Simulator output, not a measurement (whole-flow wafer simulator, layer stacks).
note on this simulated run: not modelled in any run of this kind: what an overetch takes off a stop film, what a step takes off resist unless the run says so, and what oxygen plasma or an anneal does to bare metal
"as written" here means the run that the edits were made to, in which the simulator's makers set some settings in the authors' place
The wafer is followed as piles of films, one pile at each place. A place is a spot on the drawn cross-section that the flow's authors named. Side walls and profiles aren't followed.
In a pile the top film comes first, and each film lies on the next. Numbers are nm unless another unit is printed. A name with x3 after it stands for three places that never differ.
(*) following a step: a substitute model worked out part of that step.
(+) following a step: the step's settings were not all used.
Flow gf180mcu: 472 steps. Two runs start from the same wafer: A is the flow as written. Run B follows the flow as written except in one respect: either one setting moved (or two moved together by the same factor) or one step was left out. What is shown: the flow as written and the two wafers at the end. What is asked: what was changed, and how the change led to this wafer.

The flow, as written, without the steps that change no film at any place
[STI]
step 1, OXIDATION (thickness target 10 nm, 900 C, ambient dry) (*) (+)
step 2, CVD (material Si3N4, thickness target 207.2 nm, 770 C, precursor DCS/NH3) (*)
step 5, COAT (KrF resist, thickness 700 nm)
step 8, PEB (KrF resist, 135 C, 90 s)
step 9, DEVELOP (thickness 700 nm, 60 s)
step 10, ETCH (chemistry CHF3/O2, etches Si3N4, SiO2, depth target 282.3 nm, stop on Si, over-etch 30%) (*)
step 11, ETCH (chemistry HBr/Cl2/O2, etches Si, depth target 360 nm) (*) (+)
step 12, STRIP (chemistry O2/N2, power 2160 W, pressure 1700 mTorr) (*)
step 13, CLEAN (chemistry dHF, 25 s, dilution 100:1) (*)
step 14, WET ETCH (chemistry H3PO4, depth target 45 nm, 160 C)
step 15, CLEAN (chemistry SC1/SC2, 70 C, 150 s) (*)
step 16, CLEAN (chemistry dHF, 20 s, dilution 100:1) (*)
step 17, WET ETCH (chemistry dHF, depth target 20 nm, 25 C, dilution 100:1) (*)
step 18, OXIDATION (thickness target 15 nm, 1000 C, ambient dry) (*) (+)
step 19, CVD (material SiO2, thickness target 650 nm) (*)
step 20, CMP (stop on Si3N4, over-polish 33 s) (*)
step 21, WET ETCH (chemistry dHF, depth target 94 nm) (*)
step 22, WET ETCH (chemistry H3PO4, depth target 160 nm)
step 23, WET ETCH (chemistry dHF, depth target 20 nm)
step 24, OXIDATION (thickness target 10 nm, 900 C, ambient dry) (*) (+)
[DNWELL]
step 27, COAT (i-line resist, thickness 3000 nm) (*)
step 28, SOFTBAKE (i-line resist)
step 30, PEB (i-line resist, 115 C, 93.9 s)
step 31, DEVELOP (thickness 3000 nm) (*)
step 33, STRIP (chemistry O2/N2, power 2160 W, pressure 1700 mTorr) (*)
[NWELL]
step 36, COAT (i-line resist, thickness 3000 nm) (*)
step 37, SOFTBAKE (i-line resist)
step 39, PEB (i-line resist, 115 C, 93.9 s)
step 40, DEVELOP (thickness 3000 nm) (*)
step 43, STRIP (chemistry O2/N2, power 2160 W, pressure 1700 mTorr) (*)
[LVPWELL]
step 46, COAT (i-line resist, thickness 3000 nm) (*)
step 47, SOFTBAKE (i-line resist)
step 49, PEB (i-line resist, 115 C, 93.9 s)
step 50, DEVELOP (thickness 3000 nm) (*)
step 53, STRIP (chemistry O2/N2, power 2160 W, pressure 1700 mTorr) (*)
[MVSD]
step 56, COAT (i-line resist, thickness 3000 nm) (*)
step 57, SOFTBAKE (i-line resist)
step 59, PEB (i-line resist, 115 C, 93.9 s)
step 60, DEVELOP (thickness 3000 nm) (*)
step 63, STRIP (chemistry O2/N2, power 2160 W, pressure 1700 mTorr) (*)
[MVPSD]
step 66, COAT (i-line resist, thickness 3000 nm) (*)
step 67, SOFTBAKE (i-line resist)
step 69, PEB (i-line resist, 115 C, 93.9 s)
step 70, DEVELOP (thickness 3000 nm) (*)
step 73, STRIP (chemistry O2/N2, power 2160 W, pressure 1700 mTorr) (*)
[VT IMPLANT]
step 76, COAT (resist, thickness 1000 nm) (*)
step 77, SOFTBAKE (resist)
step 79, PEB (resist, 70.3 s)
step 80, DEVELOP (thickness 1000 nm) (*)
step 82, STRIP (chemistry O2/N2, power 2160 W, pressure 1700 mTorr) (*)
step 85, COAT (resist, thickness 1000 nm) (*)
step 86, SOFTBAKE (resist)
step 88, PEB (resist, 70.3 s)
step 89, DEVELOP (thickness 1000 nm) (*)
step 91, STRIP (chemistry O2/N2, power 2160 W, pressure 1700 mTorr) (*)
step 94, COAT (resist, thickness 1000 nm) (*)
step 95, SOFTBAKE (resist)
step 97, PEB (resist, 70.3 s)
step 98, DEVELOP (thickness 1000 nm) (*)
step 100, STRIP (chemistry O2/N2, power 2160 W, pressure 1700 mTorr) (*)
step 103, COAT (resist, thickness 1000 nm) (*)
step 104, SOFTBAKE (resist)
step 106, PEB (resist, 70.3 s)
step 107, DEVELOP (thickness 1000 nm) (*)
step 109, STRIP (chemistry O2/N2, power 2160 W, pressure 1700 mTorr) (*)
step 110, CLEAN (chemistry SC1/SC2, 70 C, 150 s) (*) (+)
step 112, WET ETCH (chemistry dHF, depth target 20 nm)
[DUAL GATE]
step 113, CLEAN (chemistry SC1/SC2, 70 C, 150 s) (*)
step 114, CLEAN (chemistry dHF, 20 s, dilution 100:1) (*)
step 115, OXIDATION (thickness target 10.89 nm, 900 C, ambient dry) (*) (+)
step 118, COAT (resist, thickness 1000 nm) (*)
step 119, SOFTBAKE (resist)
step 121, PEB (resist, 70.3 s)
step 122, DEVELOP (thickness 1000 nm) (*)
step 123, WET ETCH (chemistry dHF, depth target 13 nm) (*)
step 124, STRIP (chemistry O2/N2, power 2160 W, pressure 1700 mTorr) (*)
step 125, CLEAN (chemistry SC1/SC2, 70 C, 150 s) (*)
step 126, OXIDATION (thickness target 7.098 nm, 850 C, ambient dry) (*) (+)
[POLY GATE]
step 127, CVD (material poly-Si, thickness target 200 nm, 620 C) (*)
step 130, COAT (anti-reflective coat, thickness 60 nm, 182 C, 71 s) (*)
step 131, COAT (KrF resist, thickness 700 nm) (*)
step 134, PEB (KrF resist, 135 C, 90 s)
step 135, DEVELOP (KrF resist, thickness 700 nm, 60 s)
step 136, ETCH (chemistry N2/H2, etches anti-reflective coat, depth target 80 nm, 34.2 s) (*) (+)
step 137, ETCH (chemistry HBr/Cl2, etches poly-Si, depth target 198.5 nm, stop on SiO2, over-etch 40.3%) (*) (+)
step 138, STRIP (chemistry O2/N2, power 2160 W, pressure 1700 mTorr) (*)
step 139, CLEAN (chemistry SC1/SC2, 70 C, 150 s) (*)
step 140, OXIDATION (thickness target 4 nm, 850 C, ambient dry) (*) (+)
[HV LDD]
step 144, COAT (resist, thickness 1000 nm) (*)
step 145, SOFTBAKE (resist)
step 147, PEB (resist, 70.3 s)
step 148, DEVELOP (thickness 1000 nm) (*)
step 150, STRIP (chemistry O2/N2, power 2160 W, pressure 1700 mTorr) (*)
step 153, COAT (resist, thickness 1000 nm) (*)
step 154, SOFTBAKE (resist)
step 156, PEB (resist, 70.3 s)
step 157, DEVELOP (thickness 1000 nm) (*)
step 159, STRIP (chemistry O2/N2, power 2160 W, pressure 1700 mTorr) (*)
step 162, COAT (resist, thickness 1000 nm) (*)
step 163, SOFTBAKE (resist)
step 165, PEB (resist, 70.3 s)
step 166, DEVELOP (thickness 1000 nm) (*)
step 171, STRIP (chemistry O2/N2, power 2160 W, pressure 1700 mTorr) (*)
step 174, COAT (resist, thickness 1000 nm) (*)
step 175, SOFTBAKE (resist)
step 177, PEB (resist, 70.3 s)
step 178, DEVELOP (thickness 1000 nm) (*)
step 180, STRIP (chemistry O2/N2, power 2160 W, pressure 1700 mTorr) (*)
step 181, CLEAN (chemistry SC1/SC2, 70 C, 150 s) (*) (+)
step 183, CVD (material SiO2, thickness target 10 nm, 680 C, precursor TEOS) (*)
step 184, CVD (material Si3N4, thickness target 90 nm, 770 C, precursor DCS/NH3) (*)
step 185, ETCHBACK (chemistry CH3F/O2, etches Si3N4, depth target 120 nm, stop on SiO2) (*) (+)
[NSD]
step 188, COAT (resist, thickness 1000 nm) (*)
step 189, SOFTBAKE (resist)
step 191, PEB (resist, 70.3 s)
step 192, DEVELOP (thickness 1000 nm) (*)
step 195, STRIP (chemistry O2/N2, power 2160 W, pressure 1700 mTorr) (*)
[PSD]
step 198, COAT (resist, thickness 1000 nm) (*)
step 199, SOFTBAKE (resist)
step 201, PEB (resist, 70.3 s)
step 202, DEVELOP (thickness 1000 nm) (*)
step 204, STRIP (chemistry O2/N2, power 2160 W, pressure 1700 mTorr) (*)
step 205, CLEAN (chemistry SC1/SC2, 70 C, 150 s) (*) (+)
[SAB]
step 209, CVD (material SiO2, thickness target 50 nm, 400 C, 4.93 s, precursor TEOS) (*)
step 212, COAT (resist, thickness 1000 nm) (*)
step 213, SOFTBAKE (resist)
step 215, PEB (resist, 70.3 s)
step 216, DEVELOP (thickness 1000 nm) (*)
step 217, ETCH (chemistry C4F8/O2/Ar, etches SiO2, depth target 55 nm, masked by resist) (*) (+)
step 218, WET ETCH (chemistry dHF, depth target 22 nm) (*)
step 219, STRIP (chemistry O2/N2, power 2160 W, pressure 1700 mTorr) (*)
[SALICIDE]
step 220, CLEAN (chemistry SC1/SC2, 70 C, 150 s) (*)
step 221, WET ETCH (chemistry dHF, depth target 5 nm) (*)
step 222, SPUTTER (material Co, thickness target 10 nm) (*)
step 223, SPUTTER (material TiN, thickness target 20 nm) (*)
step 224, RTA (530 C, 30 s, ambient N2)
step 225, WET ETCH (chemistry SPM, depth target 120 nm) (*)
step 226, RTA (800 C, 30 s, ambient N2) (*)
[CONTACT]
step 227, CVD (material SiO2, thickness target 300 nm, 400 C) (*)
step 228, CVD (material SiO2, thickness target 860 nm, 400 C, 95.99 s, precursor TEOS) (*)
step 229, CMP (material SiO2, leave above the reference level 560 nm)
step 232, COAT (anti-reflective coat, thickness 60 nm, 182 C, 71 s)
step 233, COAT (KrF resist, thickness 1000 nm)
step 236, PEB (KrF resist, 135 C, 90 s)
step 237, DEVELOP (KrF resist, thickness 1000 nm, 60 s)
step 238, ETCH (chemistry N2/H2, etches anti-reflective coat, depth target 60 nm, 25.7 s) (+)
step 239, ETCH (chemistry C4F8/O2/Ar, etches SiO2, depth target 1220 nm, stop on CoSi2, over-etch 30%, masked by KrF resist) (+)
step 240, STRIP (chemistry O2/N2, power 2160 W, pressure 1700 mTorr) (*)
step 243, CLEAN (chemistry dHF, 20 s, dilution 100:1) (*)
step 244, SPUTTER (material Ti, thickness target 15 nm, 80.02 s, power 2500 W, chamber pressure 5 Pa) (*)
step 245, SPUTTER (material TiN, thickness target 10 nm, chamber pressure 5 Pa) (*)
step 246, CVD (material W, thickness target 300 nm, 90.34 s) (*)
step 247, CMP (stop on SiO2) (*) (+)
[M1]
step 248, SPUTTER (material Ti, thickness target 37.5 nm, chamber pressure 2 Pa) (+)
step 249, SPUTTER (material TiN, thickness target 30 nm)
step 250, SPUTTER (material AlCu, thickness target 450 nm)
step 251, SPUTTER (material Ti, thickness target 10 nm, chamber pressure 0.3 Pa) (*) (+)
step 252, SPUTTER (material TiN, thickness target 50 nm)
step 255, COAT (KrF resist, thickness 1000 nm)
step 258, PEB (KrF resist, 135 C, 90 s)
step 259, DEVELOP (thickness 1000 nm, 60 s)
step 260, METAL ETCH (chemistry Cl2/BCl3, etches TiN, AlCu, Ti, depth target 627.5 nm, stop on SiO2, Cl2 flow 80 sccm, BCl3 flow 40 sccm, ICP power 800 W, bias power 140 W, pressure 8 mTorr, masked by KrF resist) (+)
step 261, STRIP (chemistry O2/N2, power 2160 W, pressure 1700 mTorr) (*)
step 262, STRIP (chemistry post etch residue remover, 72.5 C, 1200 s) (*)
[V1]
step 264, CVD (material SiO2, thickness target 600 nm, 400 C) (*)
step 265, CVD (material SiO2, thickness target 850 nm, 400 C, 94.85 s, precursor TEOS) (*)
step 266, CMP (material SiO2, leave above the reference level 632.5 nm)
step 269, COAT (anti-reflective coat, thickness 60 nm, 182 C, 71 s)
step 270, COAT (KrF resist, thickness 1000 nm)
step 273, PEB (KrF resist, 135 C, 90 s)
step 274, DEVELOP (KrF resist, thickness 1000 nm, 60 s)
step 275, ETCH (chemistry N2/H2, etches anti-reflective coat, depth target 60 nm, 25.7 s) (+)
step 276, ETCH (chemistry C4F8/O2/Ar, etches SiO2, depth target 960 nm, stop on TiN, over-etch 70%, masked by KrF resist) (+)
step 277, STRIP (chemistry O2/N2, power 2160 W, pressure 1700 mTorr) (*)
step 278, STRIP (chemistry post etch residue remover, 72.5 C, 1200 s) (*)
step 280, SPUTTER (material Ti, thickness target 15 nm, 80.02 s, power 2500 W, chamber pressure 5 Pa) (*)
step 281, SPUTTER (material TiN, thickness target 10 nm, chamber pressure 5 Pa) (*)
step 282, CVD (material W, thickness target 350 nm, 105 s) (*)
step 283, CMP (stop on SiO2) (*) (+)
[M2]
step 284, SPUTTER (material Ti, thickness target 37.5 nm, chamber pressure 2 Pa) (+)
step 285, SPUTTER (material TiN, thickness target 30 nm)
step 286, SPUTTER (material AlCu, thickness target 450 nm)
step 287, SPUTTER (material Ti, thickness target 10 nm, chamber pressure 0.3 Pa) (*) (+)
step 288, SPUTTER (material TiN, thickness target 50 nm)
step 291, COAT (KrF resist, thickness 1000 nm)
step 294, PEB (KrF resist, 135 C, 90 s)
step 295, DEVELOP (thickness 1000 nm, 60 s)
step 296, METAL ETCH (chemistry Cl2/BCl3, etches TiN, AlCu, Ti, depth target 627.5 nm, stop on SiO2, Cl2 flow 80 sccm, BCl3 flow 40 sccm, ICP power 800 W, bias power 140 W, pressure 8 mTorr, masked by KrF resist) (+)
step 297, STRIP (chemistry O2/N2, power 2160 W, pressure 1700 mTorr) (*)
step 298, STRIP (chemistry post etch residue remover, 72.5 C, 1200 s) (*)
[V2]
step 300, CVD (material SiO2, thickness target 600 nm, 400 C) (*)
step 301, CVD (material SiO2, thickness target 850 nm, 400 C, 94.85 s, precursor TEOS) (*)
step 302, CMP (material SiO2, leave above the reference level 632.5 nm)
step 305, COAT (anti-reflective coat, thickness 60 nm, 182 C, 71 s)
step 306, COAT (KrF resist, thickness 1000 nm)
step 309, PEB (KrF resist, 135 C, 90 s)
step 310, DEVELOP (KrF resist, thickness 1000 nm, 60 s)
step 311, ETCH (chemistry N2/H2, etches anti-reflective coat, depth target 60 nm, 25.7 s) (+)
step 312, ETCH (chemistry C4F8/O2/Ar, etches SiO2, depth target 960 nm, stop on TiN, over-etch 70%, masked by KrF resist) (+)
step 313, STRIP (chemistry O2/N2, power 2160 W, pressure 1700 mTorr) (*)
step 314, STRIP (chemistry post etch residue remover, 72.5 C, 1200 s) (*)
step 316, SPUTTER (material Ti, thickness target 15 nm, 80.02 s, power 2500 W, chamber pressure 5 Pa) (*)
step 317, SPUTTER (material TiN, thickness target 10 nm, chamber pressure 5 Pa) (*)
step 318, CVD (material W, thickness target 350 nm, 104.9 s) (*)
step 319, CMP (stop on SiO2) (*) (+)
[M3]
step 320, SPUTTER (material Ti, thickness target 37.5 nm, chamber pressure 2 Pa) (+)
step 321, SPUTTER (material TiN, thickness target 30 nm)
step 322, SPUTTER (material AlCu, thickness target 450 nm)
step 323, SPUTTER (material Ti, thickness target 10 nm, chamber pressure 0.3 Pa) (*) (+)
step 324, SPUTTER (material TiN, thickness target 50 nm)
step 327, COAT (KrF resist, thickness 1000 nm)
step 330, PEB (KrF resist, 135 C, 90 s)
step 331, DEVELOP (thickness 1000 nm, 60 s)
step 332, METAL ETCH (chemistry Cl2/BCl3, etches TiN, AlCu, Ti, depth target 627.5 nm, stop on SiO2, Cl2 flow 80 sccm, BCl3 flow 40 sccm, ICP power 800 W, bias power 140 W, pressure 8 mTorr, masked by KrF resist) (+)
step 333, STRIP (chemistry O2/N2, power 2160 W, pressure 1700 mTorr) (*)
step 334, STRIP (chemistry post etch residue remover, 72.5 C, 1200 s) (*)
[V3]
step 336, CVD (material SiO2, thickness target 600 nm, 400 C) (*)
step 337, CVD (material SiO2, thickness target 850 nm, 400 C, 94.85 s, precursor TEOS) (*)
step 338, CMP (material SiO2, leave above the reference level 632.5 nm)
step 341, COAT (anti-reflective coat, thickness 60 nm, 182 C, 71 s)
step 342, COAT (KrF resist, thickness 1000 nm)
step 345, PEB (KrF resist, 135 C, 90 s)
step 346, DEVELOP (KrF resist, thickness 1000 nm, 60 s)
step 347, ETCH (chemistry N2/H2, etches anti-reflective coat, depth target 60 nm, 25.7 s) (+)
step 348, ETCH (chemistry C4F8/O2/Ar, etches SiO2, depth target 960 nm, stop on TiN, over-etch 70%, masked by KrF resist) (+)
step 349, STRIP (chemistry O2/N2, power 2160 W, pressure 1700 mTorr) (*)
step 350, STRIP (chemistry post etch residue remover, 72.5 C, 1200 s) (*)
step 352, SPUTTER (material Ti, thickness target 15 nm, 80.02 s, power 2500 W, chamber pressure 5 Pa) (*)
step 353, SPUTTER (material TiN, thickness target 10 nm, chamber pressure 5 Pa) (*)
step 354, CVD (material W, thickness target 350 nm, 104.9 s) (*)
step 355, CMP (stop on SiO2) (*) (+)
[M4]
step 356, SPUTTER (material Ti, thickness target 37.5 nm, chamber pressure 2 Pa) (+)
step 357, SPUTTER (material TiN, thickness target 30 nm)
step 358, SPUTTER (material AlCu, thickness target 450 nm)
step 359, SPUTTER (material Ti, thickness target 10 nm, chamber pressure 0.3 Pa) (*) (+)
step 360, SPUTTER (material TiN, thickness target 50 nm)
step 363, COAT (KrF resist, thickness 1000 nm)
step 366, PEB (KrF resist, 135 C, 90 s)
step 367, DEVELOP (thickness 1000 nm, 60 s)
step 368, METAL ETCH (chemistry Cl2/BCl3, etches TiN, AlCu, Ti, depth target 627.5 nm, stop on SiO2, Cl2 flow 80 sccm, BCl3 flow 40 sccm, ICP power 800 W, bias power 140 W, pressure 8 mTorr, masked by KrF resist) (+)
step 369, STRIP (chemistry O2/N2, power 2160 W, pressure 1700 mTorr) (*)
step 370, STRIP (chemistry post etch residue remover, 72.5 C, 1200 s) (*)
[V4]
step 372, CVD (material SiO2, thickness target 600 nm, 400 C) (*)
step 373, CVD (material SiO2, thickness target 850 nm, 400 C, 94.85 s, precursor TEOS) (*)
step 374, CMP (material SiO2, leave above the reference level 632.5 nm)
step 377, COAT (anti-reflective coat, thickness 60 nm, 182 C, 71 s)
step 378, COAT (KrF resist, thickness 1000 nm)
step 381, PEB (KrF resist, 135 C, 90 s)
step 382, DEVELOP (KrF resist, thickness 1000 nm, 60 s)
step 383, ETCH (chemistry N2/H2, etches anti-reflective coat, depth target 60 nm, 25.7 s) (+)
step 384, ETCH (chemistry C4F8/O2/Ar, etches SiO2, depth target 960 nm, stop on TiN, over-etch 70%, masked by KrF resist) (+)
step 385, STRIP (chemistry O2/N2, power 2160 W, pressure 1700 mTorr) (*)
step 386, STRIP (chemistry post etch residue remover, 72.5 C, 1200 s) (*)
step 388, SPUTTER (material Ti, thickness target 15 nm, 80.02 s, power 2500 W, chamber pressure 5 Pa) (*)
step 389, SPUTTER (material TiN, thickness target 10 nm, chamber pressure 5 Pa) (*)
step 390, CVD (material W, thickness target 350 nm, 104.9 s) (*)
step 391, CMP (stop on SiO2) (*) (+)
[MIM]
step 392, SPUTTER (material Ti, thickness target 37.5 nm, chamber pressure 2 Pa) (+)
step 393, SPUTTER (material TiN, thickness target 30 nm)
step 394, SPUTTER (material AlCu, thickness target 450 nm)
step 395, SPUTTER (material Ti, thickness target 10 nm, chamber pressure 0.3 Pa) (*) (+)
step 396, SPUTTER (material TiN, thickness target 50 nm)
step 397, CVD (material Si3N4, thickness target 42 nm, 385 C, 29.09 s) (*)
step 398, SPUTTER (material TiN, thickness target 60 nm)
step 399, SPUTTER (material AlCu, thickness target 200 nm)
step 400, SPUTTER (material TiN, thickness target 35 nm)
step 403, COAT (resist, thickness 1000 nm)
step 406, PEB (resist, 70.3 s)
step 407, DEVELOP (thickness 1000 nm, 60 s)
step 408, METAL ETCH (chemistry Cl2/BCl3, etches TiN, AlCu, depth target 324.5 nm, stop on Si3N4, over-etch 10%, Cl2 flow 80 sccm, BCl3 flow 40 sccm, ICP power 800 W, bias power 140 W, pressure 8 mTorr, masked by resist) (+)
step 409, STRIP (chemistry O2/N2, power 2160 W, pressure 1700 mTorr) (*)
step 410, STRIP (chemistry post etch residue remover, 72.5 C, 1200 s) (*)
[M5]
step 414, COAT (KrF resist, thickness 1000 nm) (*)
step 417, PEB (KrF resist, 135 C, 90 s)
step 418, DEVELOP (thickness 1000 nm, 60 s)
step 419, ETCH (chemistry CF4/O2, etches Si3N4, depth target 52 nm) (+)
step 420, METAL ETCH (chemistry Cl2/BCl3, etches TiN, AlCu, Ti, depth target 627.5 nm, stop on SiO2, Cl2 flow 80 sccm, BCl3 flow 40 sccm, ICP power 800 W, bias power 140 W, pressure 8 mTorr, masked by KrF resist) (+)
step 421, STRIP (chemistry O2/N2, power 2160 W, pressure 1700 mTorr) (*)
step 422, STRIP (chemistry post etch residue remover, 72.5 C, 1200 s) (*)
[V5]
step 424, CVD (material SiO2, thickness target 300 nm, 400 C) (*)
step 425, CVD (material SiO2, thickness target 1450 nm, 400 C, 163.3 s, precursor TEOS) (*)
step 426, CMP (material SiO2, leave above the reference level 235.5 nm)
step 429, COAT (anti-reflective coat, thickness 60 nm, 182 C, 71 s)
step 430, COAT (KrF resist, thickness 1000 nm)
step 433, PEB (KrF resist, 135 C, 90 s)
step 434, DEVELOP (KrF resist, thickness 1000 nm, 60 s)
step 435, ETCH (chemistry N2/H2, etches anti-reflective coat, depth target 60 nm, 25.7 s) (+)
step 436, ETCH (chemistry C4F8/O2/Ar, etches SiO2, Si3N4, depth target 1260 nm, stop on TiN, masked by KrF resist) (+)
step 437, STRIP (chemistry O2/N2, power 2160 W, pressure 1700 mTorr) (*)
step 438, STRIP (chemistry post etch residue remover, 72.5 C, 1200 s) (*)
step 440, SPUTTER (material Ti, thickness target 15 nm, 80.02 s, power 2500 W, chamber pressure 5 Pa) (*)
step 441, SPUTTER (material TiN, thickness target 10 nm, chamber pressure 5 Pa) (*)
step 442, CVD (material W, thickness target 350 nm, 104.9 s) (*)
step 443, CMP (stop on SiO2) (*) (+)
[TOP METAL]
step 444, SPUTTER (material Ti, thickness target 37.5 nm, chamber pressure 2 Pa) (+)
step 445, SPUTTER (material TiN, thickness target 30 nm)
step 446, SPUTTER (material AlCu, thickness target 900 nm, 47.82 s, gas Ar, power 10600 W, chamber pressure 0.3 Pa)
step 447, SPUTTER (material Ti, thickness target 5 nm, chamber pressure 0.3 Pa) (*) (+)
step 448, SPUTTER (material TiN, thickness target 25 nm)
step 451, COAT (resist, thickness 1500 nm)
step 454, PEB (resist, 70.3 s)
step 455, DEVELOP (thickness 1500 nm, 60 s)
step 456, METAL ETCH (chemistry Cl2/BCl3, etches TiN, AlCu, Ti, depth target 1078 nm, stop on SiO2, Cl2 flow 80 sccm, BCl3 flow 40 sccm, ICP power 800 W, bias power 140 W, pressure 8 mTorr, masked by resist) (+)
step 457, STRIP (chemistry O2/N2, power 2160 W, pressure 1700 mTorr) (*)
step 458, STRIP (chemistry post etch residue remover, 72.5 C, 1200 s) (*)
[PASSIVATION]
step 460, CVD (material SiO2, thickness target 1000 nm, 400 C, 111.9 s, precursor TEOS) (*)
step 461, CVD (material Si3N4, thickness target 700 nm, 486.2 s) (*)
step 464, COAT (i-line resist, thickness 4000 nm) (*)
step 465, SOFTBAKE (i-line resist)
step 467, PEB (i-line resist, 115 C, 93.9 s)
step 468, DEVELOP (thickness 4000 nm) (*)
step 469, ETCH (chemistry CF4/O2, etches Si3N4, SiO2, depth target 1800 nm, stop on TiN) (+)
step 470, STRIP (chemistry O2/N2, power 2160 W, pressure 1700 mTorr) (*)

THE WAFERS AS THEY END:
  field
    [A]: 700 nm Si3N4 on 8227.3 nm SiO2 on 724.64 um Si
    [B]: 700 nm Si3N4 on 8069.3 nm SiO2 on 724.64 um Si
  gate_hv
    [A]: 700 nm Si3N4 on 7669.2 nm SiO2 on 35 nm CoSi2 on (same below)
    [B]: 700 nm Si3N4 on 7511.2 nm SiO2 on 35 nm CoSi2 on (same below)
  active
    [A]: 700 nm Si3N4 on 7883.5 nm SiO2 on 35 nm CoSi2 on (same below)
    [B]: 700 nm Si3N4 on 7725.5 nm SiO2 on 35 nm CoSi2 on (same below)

What caused this: step 394, SPUTTER: thickness target 292 nm was run, while the flow as written has thickness target 450 nm.

How this came from the change, step by step:
  step 394, SPUTTER (material AlCu, thickness target 450 nm)
      field, field__w1, field__w2 and 108 more: A +450 AlCu (new film) | B +292 AlCu (new film)
  step 420, METAL ETCH (chemistry Cl2/BCl3, etches TiN, AlCu, Ti, depth target 627.5 nm, stop on SiO2, Cl2 flow 80 sccm, BCl3 flow 40 sccm, ICP power 800 W, bias power 140 W, pressure 8 mTorr, masked by KrF resist) (+)
      field, field__w1, field__w2 and 101 more: A -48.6 TiN (all of it), -10 Ti (all of it), -450 AlCu (all of it), -30 TiN (all of it), -37.5 Ti (all of it) | B -48.6 TiN (all of it), -10 Ti (all of it), -292 AlCu (all of it), -30 TiN (all of it), -37.5 Ti (all of it)
  step 426, CMP (material SiO2, leave above the reference level 235.5 nm)
      field, field__w1, field__w5 and 92 more: A -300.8 SiO2 | B -458.8 SiO2
      field__w2, field__w3, field__w12 and 6 more: A -272.7 SiO2 | B -437.9 SiO2
